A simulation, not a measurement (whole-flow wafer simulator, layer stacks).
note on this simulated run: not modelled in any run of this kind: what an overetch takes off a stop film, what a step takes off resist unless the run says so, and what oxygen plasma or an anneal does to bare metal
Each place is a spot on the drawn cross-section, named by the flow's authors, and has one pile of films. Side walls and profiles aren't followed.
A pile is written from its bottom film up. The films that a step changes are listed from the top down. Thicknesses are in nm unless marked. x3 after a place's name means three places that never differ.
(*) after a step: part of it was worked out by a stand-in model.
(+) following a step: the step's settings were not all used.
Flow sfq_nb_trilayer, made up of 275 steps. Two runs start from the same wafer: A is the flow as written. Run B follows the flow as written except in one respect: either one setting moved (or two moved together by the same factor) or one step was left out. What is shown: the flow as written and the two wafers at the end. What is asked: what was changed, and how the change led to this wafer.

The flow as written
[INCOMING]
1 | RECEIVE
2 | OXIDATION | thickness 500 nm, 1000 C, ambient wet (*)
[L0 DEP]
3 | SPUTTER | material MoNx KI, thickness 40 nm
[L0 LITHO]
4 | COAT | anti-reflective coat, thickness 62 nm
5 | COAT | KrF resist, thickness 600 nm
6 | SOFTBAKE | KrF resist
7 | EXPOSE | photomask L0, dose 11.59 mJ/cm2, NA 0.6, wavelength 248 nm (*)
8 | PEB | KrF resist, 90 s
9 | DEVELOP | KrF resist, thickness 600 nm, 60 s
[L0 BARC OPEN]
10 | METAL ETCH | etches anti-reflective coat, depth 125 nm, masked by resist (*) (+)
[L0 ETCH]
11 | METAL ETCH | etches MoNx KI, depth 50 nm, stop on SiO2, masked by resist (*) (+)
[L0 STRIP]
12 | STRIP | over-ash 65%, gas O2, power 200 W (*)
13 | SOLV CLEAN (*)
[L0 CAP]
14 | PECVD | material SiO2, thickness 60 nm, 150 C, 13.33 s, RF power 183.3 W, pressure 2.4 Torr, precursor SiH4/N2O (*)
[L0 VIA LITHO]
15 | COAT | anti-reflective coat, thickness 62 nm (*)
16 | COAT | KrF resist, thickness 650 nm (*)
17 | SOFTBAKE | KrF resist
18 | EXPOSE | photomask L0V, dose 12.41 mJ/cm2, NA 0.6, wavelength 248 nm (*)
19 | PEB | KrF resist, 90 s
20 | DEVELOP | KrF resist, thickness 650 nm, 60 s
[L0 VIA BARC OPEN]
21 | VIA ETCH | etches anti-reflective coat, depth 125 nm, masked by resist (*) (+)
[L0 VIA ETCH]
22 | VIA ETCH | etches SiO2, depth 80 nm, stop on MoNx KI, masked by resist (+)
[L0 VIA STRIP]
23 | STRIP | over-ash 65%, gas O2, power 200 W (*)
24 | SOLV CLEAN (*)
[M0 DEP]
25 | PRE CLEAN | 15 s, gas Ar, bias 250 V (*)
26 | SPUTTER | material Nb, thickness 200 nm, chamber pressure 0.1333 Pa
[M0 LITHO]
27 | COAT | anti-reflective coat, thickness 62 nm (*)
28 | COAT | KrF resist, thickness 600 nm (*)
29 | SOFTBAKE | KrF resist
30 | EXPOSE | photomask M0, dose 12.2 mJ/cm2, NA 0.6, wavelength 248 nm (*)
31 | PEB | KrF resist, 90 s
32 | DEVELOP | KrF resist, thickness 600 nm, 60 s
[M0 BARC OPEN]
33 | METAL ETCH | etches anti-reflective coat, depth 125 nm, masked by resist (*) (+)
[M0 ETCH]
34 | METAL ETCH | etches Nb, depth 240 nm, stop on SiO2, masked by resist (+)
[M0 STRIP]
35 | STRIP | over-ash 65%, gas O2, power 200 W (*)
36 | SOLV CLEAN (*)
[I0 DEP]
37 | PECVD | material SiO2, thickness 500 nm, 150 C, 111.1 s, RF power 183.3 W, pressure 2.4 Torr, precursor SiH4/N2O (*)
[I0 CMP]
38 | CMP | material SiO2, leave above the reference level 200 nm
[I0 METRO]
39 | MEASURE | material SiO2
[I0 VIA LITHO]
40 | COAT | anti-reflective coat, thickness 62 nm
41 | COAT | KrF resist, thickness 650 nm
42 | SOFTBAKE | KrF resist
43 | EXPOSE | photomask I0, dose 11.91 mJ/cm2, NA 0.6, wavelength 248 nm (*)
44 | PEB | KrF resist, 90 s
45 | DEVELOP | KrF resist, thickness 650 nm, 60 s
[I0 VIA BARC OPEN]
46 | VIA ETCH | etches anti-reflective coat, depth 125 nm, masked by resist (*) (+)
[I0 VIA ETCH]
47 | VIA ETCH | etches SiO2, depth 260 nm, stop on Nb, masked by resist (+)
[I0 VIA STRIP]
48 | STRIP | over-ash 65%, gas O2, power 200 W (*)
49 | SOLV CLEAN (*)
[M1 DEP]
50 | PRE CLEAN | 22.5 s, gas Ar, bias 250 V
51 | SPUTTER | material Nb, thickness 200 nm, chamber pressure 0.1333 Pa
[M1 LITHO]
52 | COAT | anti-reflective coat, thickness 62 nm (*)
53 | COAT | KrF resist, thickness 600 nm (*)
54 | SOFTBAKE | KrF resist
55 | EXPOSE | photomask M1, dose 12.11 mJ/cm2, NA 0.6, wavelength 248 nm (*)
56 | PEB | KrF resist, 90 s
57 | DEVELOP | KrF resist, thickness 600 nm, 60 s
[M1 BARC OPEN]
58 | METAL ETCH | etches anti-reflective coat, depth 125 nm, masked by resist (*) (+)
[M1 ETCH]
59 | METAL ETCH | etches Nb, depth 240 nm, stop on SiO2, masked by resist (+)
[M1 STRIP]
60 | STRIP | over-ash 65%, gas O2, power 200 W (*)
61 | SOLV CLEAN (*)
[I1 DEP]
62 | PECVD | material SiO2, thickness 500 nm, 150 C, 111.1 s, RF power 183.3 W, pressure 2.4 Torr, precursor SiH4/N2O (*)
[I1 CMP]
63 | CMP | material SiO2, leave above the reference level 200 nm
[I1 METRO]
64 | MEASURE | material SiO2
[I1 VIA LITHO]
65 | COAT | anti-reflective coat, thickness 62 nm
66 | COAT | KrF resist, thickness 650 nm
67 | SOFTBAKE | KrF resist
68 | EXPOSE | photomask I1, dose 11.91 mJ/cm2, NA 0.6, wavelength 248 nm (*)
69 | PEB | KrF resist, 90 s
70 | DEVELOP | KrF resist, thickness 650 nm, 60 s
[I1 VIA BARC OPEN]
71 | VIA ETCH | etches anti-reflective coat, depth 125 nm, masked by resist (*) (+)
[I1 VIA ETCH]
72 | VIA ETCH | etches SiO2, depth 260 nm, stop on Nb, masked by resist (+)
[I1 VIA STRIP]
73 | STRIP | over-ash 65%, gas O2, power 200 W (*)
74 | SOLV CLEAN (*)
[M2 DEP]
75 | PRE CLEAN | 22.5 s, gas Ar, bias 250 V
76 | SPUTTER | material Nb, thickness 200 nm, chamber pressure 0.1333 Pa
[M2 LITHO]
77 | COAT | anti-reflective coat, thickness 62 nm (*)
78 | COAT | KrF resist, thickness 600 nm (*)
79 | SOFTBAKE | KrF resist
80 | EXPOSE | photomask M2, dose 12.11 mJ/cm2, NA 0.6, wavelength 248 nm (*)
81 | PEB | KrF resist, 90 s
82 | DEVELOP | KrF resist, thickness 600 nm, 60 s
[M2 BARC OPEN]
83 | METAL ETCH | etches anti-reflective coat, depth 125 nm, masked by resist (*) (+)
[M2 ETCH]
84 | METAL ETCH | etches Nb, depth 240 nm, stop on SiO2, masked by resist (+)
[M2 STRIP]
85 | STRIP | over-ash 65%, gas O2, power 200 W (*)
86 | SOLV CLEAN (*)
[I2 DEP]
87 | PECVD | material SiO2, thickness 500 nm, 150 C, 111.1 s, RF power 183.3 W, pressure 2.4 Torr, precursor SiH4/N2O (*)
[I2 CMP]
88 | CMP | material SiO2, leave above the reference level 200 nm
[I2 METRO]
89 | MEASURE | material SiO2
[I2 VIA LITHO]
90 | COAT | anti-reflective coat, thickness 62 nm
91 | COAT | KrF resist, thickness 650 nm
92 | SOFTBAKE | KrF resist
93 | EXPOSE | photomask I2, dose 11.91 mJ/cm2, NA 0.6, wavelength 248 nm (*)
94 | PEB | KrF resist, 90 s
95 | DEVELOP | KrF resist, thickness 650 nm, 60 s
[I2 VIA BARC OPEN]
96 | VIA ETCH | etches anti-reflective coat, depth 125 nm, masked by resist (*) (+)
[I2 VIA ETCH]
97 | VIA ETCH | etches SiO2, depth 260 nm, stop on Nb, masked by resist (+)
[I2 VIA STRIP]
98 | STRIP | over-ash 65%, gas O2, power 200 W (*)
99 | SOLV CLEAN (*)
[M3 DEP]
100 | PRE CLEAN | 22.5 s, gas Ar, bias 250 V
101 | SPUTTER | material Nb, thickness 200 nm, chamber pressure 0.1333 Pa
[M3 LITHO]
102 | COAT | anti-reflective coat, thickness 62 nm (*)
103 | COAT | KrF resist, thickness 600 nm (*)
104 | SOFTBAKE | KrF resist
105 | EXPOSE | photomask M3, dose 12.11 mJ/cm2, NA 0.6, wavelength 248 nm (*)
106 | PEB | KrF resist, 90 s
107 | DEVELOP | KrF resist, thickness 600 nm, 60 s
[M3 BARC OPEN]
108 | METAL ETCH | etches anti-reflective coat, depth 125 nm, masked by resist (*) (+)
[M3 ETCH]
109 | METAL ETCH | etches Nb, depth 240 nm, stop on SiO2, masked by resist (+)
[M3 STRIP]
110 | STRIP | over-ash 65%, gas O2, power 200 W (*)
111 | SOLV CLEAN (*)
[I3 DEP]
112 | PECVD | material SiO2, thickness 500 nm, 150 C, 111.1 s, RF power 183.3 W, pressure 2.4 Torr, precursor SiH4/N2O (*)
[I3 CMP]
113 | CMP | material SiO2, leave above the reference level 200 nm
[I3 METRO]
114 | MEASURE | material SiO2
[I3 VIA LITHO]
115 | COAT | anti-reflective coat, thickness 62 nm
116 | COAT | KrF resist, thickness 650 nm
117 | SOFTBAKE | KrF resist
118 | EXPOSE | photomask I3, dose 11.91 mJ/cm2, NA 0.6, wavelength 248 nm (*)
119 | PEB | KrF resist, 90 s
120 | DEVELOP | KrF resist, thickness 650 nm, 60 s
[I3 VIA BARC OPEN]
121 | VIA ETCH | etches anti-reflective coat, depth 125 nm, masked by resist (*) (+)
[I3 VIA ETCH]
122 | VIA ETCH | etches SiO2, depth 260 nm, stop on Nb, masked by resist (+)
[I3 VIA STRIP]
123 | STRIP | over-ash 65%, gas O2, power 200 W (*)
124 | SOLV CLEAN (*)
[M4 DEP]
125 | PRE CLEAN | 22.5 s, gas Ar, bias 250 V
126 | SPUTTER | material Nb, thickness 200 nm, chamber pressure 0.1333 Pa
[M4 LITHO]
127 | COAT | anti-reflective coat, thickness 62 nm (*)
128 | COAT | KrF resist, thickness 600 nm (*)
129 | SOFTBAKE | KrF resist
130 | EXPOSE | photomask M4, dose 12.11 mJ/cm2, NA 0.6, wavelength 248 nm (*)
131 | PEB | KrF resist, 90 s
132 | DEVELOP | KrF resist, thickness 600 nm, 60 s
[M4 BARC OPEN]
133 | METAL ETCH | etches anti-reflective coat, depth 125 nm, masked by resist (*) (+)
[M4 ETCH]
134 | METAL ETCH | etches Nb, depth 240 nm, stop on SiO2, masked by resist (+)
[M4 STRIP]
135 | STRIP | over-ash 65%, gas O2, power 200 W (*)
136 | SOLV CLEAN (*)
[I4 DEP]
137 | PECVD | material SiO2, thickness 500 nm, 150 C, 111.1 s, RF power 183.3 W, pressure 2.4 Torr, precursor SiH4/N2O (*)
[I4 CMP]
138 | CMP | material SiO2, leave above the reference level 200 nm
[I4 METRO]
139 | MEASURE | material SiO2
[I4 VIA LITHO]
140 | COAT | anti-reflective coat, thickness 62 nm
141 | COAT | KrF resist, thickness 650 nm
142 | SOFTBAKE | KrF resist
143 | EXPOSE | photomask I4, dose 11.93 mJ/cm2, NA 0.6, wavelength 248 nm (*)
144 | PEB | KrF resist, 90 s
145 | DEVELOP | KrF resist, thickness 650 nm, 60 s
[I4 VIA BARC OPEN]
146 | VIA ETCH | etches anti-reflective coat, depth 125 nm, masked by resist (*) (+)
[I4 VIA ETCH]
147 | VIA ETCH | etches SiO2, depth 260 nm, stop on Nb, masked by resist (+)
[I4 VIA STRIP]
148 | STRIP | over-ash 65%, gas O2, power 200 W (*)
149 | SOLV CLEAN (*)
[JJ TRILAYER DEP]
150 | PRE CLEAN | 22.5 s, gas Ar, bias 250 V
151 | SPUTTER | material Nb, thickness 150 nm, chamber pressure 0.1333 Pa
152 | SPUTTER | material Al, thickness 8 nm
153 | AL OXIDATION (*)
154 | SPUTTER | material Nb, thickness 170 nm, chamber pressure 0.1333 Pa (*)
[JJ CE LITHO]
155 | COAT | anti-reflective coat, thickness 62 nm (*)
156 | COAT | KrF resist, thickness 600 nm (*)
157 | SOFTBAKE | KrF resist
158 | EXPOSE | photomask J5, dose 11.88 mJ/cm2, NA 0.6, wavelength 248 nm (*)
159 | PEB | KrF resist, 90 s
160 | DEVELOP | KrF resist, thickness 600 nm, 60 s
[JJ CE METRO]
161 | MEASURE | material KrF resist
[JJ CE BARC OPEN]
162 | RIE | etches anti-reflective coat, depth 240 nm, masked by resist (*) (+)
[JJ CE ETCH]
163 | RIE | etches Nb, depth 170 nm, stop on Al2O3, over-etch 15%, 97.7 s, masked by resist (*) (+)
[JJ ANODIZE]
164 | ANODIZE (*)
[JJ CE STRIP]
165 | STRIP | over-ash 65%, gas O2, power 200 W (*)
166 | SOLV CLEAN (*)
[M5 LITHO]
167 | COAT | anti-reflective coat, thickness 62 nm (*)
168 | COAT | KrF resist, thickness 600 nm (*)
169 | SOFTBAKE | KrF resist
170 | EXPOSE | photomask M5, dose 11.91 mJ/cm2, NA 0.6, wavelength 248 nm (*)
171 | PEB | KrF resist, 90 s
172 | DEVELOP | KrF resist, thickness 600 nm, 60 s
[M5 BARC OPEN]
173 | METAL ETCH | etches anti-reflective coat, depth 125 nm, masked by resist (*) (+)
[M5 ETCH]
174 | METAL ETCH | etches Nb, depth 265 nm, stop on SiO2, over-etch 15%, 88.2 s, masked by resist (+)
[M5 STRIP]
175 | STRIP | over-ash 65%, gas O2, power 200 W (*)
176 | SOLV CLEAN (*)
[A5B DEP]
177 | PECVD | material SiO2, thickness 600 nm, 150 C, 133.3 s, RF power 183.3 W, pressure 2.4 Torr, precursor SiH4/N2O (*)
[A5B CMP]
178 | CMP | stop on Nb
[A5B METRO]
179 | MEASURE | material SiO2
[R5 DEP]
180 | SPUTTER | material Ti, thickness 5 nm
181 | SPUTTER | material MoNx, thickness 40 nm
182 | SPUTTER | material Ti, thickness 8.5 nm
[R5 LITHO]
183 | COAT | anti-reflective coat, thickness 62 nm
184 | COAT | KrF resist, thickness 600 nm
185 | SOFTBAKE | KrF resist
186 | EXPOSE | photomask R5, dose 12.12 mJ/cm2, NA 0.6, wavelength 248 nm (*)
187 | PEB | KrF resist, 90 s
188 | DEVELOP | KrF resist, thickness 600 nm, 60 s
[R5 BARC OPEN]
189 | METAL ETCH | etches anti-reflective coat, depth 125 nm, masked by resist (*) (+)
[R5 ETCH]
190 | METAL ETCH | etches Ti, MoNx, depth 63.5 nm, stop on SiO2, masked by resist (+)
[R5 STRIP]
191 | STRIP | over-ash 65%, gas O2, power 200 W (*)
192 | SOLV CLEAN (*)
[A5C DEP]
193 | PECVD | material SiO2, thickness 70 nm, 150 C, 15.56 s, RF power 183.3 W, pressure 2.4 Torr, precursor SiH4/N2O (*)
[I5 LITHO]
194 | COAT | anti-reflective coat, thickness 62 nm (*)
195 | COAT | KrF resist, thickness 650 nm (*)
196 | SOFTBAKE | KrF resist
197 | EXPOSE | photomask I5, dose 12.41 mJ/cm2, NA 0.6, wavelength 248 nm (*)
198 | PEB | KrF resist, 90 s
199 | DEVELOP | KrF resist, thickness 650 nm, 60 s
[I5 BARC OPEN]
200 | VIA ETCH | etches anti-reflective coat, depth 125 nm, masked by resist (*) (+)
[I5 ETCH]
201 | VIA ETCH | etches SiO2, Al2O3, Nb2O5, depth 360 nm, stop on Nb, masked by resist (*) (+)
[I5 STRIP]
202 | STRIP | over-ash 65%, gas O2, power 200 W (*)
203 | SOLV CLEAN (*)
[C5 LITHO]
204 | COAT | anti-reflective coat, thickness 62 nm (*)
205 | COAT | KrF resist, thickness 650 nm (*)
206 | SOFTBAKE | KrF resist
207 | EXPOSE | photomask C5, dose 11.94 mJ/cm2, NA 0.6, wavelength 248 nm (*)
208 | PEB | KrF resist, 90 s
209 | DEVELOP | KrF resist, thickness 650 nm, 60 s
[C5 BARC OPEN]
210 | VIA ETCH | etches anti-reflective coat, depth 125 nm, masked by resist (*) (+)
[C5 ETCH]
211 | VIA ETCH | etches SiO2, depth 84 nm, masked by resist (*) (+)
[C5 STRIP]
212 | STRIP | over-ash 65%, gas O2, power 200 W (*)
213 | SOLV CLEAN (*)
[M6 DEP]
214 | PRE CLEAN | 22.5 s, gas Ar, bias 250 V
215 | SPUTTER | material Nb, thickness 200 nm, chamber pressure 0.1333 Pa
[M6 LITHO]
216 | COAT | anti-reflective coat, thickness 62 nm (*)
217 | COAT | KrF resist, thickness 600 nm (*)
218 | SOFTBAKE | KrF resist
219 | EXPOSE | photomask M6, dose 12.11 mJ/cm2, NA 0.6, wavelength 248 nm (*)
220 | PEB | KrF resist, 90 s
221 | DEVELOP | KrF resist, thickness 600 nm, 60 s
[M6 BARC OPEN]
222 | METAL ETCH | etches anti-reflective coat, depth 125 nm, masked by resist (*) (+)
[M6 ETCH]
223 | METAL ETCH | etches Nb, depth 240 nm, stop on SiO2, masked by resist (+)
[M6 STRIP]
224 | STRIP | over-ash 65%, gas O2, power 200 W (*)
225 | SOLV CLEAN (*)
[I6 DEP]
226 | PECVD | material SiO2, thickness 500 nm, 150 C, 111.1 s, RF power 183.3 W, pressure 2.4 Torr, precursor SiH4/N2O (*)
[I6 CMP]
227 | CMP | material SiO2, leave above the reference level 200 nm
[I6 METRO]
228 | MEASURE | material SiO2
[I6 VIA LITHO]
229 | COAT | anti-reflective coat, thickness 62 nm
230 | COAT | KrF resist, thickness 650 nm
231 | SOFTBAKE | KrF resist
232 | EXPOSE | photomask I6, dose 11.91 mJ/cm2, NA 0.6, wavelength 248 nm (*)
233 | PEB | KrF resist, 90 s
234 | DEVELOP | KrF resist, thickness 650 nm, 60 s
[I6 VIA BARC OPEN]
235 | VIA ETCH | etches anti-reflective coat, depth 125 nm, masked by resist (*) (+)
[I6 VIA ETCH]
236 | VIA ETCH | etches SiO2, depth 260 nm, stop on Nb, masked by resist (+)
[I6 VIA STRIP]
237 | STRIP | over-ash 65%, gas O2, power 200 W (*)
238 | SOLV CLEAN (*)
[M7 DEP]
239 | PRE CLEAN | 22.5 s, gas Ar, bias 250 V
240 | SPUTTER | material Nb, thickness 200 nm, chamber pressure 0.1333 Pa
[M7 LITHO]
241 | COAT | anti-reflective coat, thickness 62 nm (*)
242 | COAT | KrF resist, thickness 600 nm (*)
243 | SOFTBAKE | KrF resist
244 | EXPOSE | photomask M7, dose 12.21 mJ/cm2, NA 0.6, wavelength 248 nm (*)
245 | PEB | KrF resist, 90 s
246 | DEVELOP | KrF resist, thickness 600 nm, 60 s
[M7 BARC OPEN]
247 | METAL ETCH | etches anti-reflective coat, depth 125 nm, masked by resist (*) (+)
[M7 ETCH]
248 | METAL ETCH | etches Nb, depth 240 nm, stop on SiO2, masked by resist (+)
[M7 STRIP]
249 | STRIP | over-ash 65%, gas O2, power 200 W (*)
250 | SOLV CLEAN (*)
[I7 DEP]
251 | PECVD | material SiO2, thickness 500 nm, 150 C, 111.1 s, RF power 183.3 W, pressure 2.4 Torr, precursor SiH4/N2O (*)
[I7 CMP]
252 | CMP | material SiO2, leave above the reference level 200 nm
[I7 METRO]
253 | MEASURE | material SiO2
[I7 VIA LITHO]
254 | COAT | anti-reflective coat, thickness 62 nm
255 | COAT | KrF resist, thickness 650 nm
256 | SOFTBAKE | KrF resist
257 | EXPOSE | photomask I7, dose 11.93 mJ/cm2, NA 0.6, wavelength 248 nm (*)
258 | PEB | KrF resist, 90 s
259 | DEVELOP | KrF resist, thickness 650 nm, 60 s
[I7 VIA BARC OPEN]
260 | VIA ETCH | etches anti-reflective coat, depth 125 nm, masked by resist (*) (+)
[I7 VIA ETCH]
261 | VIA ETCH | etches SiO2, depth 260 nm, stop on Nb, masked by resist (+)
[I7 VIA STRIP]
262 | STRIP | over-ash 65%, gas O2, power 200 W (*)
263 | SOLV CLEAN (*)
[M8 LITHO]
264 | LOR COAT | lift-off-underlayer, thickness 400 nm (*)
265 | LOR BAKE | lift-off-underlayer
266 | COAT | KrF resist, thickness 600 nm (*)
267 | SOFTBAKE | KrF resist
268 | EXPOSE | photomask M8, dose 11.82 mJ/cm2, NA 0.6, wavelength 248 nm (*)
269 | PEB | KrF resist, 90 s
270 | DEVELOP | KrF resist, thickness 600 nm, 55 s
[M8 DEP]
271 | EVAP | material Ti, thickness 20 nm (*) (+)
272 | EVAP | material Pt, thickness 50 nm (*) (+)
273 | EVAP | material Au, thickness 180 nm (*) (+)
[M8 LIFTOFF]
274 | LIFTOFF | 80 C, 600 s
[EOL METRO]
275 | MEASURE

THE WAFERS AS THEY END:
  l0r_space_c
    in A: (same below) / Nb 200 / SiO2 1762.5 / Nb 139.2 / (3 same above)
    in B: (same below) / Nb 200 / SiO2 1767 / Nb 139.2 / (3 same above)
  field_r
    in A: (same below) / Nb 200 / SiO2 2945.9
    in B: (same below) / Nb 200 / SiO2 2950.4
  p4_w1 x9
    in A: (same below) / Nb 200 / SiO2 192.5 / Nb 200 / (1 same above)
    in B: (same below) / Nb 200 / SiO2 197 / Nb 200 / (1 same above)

The reason: step 125, PRE CLEAN: 9 s was run, while the flow as written has 22.5 s.

Step by step, how the change led to this:
  125 | PRE CLEAN | 22.5 s, gas Ar, bias 250 V
      field_l, v_sur, via_wl and 102 more: A -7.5 SiO2 | B -3 SiO2
      via_v: A -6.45 Nb | B -2.06 Nb
